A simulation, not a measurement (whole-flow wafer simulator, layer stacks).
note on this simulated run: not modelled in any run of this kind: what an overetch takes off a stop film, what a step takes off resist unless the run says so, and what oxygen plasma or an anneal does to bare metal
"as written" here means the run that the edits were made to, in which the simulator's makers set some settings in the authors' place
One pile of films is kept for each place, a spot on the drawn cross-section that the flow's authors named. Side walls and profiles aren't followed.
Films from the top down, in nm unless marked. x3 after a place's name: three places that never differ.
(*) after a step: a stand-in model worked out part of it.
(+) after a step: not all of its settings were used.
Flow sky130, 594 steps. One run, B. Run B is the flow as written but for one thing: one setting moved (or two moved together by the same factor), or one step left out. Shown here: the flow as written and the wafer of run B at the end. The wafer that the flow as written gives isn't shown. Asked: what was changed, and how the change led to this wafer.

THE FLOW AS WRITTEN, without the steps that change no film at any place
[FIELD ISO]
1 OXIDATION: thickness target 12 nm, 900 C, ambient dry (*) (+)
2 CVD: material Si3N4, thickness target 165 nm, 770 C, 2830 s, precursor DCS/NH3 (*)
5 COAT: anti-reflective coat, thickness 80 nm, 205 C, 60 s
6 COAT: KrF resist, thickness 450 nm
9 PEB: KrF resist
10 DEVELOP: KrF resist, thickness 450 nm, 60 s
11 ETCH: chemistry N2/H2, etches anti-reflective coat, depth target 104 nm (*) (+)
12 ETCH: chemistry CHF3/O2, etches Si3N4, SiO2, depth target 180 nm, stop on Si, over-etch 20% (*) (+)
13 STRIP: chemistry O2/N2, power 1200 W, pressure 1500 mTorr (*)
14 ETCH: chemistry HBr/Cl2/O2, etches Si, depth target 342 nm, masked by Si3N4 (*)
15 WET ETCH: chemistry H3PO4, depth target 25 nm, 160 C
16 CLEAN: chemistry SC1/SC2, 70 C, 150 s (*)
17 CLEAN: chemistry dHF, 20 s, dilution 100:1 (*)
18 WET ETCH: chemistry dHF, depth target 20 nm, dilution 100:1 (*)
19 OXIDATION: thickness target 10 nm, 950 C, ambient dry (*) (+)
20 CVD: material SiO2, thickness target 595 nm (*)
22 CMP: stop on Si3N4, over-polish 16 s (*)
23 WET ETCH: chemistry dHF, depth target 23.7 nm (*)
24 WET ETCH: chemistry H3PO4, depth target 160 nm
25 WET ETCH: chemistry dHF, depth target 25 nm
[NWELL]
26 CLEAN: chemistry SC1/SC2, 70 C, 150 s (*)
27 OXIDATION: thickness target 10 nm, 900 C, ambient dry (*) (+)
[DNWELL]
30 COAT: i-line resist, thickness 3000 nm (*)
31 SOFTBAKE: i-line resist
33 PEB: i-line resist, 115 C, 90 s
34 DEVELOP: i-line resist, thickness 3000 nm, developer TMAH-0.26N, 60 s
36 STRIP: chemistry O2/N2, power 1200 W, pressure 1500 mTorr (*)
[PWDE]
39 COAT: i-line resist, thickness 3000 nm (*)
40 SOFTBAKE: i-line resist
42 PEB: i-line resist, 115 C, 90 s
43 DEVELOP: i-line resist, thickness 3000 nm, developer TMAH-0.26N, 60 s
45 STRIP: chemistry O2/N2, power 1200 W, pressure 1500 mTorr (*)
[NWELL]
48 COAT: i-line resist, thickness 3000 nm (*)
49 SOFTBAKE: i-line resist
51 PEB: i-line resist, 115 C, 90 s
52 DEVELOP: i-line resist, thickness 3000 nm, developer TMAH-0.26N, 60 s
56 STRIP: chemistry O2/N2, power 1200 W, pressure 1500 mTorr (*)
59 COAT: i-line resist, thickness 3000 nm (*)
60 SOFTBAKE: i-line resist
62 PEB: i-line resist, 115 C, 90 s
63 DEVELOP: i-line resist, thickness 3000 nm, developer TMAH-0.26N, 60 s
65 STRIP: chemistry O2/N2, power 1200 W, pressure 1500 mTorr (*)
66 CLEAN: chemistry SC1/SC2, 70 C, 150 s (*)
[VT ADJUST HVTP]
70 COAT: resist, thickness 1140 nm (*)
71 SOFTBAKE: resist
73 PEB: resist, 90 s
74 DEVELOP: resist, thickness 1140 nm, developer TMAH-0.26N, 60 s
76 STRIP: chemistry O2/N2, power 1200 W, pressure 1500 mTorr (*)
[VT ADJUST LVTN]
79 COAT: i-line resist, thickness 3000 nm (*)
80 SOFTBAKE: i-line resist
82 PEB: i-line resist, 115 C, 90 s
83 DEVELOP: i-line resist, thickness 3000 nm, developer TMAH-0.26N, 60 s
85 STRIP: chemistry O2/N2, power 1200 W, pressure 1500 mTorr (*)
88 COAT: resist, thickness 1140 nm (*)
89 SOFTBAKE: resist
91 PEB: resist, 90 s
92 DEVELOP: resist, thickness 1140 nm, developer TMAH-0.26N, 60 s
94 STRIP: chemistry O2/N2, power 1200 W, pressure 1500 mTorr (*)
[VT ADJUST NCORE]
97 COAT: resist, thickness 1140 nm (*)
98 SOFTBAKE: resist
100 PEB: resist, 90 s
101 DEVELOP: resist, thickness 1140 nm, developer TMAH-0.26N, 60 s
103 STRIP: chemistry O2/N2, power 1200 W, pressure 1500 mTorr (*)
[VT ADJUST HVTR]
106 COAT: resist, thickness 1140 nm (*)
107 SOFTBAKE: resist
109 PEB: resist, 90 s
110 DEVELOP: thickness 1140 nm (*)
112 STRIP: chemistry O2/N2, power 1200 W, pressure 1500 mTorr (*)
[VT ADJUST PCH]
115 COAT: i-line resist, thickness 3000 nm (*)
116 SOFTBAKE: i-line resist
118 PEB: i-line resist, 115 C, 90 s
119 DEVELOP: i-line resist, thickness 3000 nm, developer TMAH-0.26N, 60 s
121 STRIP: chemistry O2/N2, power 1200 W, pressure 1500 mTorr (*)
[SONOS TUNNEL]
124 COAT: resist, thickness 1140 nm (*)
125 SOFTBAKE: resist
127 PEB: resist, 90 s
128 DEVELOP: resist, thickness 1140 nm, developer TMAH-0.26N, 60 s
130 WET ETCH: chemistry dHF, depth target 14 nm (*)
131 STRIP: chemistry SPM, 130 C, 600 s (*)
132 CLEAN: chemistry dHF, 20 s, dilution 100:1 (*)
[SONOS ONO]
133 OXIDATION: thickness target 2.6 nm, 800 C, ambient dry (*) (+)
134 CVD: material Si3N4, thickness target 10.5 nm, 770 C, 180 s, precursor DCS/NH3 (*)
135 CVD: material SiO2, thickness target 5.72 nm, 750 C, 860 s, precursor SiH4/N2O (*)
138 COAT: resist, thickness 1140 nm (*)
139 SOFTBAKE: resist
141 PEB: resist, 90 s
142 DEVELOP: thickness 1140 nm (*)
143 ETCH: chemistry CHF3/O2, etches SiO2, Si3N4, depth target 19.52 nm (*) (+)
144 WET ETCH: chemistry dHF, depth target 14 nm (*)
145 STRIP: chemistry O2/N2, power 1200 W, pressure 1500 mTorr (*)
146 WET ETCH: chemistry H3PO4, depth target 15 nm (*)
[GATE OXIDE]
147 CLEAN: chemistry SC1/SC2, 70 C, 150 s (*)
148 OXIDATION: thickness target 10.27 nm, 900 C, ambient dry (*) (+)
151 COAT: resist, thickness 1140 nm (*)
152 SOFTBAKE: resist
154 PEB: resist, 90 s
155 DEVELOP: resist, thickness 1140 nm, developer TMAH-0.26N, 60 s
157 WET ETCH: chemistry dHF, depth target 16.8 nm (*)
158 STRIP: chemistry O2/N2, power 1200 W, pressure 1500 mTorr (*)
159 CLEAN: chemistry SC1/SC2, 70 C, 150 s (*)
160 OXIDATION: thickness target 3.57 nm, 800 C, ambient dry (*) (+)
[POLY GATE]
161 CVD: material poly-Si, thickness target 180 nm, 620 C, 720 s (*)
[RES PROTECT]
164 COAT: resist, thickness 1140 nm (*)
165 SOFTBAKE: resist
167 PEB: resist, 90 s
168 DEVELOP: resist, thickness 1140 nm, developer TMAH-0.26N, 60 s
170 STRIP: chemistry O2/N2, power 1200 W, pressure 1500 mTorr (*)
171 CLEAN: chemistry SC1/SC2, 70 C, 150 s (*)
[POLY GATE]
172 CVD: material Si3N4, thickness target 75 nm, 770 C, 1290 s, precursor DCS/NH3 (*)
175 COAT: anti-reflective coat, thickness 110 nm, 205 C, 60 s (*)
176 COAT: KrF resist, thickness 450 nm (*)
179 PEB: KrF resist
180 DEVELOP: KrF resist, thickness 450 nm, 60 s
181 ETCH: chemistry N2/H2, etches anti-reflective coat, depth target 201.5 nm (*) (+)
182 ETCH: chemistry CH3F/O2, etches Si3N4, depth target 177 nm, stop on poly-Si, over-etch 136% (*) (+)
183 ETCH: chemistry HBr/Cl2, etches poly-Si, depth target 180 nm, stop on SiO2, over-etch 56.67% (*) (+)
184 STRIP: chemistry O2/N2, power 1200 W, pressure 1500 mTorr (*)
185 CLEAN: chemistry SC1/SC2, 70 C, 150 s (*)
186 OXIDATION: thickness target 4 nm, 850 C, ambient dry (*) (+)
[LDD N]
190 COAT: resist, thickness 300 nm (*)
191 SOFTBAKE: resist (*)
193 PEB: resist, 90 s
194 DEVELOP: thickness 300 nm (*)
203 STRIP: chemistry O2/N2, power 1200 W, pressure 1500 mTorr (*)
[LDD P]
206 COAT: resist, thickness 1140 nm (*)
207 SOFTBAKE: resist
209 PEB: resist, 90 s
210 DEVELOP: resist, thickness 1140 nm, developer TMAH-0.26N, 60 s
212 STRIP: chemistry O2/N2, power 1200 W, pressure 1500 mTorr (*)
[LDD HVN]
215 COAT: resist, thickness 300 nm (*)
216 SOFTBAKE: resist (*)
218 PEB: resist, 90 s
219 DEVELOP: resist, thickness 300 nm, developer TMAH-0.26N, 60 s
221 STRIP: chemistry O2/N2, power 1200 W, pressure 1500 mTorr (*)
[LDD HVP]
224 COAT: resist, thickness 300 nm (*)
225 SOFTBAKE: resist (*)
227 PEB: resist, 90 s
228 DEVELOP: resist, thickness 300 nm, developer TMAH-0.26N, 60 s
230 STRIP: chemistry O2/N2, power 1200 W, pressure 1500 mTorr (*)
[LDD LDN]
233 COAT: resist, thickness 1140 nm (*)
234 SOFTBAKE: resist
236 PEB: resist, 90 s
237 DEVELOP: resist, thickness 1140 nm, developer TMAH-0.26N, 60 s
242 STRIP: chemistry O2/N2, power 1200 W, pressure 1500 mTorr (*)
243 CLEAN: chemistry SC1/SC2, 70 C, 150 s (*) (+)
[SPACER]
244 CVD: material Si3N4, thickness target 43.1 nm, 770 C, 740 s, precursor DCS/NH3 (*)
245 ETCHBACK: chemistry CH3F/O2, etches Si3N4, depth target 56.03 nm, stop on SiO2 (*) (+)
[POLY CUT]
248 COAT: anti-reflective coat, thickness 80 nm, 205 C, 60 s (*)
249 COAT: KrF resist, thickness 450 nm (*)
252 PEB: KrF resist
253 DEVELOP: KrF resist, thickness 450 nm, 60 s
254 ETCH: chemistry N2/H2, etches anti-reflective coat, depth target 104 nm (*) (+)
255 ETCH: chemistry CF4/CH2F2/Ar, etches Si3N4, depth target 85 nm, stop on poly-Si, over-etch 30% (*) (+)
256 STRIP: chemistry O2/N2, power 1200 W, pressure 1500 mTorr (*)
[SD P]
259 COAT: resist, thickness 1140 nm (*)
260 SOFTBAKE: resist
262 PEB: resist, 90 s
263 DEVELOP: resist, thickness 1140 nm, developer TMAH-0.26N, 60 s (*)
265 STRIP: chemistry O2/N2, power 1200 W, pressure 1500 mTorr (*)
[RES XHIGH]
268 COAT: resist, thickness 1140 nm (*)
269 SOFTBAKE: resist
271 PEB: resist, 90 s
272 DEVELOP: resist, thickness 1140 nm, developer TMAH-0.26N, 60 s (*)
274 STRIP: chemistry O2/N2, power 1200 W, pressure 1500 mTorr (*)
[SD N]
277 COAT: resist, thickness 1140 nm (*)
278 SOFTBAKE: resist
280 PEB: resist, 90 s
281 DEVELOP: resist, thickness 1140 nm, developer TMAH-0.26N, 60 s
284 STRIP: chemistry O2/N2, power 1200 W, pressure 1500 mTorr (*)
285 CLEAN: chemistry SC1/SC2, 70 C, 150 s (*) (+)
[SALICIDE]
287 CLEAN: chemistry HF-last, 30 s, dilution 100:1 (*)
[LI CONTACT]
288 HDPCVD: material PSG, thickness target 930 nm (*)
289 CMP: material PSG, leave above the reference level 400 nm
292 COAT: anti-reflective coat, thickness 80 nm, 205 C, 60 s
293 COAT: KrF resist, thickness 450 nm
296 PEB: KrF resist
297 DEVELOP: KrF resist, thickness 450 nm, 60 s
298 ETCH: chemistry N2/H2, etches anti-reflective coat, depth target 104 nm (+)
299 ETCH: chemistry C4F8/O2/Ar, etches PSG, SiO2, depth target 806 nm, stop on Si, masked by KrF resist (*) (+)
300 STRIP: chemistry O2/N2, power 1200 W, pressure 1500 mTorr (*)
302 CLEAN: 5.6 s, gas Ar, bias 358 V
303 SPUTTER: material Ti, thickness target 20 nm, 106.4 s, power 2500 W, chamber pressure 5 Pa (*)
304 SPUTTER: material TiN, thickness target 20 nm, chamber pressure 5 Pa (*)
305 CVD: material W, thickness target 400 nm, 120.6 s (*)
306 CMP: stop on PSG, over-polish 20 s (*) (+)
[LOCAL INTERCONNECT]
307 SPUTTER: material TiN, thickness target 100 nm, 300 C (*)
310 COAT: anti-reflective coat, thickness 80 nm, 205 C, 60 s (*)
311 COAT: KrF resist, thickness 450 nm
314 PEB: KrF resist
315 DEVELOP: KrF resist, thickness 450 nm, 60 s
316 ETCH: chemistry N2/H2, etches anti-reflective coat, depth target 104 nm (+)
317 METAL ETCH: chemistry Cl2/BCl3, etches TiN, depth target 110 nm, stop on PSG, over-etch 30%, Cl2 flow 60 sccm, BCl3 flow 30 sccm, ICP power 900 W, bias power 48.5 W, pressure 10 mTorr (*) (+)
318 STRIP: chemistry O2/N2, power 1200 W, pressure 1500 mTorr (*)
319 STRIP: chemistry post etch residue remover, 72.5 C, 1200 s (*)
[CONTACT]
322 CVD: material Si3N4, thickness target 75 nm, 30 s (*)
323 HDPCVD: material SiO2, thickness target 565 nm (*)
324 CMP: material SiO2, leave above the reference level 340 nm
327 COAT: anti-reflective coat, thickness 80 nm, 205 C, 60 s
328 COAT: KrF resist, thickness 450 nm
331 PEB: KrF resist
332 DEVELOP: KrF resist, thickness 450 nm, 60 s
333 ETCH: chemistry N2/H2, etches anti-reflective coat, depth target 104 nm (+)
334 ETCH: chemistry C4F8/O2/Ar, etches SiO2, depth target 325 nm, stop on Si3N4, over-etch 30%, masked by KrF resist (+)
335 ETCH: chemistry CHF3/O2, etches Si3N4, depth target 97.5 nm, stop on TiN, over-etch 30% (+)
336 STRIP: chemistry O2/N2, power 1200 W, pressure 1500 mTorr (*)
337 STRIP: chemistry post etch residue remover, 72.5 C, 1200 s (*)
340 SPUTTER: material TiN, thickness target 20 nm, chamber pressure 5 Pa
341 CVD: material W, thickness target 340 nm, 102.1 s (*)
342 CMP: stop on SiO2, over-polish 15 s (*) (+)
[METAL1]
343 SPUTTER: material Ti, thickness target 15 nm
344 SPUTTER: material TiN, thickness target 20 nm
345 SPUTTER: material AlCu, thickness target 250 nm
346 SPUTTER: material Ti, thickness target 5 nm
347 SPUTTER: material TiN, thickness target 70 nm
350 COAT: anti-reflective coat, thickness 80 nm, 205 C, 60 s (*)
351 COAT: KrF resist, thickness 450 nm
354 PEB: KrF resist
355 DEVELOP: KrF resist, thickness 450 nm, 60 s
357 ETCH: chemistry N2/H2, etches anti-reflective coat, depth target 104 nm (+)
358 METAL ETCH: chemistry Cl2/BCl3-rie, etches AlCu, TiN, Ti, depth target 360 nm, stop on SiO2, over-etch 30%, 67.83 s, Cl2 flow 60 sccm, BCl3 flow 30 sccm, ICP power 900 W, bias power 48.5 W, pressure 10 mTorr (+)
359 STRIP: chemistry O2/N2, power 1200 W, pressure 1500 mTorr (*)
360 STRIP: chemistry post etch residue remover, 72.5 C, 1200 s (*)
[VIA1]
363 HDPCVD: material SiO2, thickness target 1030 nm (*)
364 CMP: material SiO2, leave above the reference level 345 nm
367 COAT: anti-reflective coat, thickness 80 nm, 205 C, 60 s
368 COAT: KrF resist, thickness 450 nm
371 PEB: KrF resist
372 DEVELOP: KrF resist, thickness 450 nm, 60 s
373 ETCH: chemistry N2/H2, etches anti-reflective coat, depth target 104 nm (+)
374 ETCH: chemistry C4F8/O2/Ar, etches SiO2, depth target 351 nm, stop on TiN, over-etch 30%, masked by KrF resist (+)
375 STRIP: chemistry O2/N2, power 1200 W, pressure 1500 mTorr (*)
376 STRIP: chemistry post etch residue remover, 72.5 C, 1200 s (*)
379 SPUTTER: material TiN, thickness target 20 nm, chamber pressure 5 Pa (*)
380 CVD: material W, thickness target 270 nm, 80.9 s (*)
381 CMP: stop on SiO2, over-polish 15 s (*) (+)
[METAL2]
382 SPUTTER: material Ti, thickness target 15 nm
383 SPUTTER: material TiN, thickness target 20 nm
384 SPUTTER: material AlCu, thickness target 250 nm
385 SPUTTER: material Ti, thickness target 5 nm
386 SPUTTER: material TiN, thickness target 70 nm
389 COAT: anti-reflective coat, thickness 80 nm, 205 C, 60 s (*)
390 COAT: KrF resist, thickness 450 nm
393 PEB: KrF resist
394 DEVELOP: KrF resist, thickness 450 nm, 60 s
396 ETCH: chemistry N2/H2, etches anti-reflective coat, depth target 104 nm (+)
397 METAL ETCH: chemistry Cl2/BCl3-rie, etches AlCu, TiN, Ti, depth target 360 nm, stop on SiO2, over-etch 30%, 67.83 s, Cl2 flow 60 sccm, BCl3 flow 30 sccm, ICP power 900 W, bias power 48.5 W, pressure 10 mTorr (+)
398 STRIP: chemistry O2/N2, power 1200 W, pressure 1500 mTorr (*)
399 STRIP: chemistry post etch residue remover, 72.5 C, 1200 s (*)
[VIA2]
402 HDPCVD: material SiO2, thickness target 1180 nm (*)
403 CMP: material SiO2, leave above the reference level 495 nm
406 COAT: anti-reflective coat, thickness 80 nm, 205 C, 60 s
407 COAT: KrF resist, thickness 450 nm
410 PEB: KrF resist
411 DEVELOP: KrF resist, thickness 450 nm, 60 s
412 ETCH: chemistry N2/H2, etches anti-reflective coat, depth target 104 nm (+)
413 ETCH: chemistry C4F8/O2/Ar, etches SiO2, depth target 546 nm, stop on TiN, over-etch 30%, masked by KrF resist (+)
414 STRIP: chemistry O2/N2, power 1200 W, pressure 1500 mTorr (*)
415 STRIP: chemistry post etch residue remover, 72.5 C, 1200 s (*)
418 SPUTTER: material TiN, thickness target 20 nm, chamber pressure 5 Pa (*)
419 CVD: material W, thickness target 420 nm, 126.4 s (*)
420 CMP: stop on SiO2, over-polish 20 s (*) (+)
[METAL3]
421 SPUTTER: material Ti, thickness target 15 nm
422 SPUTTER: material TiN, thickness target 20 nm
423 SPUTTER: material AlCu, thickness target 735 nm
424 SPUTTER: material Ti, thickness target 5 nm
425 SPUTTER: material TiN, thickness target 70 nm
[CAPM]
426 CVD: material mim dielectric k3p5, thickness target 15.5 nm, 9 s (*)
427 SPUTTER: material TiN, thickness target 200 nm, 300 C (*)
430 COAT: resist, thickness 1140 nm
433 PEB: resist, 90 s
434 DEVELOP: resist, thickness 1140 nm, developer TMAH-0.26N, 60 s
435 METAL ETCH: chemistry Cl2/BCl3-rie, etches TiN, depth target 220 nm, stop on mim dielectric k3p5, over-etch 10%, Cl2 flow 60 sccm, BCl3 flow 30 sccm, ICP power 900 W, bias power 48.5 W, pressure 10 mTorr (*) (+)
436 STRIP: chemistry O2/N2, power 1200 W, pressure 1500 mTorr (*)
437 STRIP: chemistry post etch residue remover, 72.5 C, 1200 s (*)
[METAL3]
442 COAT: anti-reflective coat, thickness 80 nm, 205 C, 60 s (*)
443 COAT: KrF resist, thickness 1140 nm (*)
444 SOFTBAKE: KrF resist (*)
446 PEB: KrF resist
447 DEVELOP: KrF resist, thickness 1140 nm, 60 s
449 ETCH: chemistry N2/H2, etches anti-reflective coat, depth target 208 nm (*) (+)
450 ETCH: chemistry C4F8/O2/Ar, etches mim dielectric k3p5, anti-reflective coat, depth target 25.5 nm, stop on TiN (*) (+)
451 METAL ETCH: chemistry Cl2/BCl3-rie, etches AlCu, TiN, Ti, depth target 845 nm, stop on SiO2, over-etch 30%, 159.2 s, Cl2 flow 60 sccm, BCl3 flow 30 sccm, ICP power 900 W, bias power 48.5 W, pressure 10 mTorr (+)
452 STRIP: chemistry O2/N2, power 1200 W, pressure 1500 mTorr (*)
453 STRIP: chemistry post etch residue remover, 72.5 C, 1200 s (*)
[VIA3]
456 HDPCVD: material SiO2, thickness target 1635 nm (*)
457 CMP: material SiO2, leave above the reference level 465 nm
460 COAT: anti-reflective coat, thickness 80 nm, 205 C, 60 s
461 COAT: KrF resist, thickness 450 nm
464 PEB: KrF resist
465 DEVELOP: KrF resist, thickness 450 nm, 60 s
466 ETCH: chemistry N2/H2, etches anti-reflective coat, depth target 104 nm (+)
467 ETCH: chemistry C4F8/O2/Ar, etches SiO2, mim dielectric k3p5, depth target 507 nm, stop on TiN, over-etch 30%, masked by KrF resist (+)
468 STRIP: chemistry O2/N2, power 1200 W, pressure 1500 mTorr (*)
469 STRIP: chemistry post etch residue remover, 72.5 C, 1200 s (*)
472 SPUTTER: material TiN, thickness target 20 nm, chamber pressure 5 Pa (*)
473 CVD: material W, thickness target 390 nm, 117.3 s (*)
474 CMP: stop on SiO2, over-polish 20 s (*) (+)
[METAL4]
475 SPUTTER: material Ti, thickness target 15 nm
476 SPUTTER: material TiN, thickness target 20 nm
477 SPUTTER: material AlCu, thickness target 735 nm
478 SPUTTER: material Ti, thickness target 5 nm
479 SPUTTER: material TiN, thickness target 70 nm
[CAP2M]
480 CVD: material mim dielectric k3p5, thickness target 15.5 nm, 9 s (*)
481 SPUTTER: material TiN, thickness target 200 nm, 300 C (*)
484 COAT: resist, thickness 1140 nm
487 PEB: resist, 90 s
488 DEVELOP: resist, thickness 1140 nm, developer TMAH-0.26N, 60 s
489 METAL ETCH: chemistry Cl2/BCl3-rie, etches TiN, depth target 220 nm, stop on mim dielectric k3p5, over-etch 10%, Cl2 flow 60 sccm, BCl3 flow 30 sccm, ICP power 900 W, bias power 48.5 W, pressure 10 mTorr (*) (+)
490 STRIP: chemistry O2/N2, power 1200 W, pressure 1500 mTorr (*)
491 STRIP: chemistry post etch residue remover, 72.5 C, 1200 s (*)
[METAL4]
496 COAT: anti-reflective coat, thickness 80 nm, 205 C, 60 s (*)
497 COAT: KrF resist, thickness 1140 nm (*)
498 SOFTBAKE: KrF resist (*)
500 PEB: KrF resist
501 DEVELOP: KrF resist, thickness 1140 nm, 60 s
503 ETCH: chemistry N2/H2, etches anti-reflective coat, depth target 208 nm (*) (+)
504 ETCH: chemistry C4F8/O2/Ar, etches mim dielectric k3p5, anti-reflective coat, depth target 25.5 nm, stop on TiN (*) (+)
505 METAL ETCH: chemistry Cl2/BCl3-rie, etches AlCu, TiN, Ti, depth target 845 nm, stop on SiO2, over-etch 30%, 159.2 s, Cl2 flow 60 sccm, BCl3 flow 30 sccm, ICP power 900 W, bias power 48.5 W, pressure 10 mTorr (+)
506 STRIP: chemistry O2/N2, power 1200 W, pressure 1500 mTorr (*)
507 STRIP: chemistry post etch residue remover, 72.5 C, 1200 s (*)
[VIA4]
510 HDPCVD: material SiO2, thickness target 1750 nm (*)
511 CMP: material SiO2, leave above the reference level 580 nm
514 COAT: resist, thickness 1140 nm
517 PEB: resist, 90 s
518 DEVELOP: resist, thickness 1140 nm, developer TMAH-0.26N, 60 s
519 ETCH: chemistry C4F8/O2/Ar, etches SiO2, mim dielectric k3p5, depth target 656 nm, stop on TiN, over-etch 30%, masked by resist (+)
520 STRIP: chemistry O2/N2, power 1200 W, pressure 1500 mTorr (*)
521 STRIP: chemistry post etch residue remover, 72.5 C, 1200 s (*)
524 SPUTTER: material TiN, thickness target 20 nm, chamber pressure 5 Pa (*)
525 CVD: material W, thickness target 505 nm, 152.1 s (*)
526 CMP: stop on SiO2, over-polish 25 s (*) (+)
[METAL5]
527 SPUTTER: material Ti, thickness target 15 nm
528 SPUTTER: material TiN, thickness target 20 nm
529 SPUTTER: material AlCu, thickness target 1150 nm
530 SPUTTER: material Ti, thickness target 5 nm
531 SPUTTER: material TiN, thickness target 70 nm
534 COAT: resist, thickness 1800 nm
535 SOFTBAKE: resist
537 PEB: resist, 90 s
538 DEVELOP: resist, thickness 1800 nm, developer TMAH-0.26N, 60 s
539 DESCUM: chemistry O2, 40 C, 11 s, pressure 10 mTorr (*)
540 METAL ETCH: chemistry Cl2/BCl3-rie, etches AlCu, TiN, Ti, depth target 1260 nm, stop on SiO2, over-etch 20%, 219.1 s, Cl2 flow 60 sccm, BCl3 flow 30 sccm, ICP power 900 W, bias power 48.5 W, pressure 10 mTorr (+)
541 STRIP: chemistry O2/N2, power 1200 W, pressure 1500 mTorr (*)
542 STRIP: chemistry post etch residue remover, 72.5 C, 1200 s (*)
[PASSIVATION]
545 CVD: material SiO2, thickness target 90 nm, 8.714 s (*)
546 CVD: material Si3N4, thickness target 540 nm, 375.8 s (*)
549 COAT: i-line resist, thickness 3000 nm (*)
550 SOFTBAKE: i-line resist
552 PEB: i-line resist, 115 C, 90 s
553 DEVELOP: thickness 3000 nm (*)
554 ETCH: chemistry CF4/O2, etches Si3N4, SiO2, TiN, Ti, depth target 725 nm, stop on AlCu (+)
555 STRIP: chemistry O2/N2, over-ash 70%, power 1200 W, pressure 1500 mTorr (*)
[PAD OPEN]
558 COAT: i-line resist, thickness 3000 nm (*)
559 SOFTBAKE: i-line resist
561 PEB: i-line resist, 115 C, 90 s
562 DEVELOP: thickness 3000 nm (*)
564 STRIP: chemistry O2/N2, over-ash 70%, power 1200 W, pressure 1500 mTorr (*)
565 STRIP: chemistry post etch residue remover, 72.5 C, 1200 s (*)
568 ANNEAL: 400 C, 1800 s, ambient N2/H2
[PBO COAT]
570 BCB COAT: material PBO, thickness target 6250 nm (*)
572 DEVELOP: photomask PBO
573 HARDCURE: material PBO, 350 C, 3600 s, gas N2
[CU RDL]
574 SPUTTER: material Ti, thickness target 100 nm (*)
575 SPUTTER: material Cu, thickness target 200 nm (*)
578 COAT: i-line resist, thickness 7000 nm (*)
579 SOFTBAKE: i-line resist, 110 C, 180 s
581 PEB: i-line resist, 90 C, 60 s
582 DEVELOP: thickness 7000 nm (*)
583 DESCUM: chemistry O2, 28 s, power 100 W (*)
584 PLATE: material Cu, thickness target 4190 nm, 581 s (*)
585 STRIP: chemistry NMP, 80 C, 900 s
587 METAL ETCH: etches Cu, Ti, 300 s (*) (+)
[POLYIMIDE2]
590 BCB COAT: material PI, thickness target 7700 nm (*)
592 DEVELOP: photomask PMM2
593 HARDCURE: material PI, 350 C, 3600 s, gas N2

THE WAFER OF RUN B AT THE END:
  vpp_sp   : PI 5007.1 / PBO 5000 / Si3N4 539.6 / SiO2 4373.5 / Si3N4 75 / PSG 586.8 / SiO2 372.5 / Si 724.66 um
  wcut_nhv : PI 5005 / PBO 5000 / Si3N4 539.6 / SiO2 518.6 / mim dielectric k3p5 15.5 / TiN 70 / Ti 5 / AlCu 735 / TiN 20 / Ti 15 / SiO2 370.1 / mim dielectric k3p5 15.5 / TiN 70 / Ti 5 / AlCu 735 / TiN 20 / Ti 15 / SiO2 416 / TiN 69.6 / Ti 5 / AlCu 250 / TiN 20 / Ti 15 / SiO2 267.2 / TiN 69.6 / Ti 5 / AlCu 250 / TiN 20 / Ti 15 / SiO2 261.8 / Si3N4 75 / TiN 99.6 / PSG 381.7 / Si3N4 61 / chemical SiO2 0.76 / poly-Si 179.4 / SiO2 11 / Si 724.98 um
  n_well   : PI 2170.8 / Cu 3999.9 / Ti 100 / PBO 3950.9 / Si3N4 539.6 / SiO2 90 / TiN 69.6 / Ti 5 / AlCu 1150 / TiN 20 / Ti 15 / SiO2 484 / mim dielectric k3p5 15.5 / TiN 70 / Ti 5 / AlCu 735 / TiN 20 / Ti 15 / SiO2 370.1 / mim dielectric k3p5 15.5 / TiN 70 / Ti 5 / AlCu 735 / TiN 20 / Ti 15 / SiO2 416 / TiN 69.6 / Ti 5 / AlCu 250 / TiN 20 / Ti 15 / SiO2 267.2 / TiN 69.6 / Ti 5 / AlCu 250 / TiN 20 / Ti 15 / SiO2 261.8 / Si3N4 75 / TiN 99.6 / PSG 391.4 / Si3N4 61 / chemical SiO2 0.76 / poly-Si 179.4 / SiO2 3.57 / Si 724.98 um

The cause: step 540, METAL ETCH: depth target 1512 nm was run, where the flow has depth target 1260 nm.

How the change led to this, step by step:
  540 METAL ETCH: chemistry Cl2/BCl3-rie, etches AlCu, TiN, Ti, depth target 1260 nm, stop on SiO2, over-etch 20%, 219.1 s, Cl2 flow 60 sccm, BCl3 flow 30 sccm, ICP power 900 W, bias power 48.5 W, pressure 10 mTorr (+)
      field, active, gate and 175 more: TiN -70 (all of it), Ti -5 (all of it), AlCu -1150 (all of it), TiN -20 (all of it), Ti -15 (all of it), SiO2 -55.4 (as written it would be: TiN -70 (all of it), Ti -5 (all of it), AlCu -1150 (all of it), TiN -20 (all of it), Ti -15 (all of it), SiO2 -25.2)
      n_well, p_well, sd_n and 12 more: resist -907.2 (as written it would be: resist -756)
  541 STRIP: chemistry O2/N2, power 1200 W, pressure 1500 mTorr (*)
      n_well, p_well, sd_n and 9 more: resist -775.2 (all of it) (as written it would be: resist -926.4 (all of it))
      m1: resist -777.2 (all of it) (as written it would be: resist -928.4 (all of it))
      (and at 2 more places)
  550 SOFTBAKE: i-line resist
      rpm_encl_psd, rpm_encl_urpm: i-line resist -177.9 (as written it would be: i-line resist -172.6)
      gate: i-line resist -111.9 (as written it would be: i-line resist -108)
      (and at 63 more places)
  555 STRIP: chemistry O2/N2, over-ash 70%, power 1200 W, pressure 1500 mTorr (*)
      n_well, p_well, sd_n, sd_p: i-line resist -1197 (all of it) (as written it would be: i-line resist -1226.6 (all of it))
      m1: i-line resist -1229.9 (all of it) (as written it would be: i-line resist -1258.7 (all of it))
      (and at 6 more places)
  559 SOFTBAKE: i-line resist
      iso_guard, npn_par_e: i-line resist +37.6 (as written it would be: i-line resist +36.5)
      rpm_encl_psd, rpm_encl_urpm: i-line resist -177.9 (as written it would be: i-line resist -172.6)
      (and at 67 more places)
  578 COAT: i-line resist, thickness 7000 nm (*)
      pad: i-line resist +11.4 um (new film) (as written it would be: i-line resist +11.43 um (new film))
  579 SOFTBAKE: i-line resist, 110 C, 180 s
      mim: i-line resist -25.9 (as written it would be: i-line resist -25.2)
      iso_guard__w1: i-line resist -25.5 (as written it would be: i-line resist -24.8)
      (and at 13 more places)
  582 DEVELOP: thickness 7000 nm (*)
      pad: i-line resist -11.4 um (all of it) (as written it would be: i-line resist -11.43 um (all of it))
